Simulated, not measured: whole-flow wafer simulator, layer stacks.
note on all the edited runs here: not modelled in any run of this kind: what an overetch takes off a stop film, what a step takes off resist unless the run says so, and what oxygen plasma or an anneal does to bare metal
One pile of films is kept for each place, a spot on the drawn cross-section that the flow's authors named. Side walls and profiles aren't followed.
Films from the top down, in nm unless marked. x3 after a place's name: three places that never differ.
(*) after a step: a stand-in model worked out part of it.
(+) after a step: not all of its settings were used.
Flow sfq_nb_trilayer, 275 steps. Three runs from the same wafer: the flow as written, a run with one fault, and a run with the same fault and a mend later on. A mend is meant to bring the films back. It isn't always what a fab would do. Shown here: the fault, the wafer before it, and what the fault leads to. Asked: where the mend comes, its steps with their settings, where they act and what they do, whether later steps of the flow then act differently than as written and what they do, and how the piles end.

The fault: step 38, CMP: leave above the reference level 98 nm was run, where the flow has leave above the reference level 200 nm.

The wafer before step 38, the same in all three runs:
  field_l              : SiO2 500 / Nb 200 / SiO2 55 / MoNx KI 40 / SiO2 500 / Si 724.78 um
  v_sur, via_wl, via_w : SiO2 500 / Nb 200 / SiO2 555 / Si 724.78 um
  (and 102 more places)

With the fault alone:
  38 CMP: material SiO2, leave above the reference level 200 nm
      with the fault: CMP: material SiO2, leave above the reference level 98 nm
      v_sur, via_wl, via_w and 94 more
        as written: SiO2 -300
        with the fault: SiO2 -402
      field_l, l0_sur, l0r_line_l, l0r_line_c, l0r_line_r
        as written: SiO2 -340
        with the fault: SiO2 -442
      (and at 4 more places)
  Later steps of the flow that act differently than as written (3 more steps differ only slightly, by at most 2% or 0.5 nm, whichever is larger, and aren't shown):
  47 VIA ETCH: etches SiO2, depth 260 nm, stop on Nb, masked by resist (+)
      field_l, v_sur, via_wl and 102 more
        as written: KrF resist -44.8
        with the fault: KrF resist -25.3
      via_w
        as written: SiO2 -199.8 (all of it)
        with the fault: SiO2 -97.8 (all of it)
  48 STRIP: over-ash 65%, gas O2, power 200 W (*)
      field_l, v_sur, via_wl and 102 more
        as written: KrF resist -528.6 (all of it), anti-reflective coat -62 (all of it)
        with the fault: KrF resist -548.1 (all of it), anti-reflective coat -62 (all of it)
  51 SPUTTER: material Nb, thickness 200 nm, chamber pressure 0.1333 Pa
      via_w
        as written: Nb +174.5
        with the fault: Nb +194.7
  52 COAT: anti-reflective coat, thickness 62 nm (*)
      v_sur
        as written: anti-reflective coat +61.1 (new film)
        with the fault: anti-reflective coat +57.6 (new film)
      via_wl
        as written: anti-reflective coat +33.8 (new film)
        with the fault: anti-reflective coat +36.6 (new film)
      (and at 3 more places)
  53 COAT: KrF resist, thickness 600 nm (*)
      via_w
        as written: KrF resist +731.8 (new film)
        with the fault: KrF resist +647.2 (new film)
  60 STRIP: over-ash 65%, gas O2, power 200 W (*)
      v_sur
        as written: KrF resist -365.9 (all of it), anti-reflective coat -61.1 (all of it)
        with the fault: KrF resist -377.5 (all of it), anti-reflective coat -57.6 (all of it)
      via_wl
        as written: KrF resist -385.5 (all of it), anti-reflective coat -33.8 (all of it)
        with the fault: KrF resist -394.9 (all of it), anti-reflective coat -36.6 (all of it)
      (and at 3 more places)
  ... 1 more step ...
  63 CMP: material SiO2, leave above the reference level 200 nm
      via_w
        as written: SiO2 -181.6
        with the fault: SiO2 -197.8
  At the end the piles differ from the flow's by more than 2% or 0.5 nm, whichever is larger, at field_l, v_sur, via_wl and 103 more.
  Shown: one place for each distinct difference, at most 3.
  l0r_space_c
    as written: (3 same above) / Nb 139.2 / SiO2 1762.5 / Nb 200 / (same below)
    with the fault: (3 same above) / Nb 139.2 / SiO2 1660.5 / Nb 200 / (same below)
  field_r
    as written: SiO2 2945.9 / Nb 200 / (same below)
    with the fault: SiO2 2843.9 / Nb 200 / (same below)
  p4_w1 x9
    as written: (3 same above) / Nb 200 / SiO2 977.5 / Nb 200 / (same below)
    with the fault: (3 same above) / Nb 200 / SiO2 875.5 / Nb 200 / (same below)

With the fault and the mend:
  The mend comes after step 45.
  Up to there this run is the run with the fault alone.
  45a STRIP: over-ash 65%, gas O2, power 200 W (*)
      field_l, v_sur, via_wl and 102 more
        KrF resist -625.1 (all of it), anti-reflective coat -62 (all of it)
      via_w
        anti-reflective coat -62 (all of it)
  45b PECVD: material SiO2, thickness 102 nm, 150 C, 22.67 s, RF power 183.3 W, pressure 2.4 Torr, precursor SiH4/N2O (the flow's step 37 once more, with other settings)
      field_l, v_sur, via_wl and 103 more
        SiO2 +102
  45c COAT: anti-reflective coat, thickness 62 nm (the flow's step 40 once more)
      field_l, v_sur, via_wl and 103 more
        anti-reflective coat +62 (new film)
  45d COAT: KrF resist, thickness 650 nm (the flow's step 41 once more)
      field_l, v_sur, via_wl and 103 more
        KrF resist +650 (new film)
  45e SOFTBAKE: KrF resist (the flow's step 42 once more)
      changes no film at any place that is followed
  45f EXPOSE: photomask I0, dose 11.91 mJ/cm2, NA 0.6, wavelength 248 nm (*) (the flow's step 43 once more)
      changes no film at any place that is followed
  45g PEB: KrF resist, 90 s (the flow's step 44 once more)
      field_l, v_sur, via_wl and 103 more
        KrF resist -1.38
  45h DEVELOP: KrF resist, thickness 650 nm, 60 s (the flow's step 45 once more)
      field_l, v_sur, via_wl and 102 more
        KrF resist -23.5
      via_w
        KrF resist -648.6 (all of it)
  No later step of the flow acts differently than as written at any place that is followed.
  At the end the piles are the same as the flow's at every place that both follow.
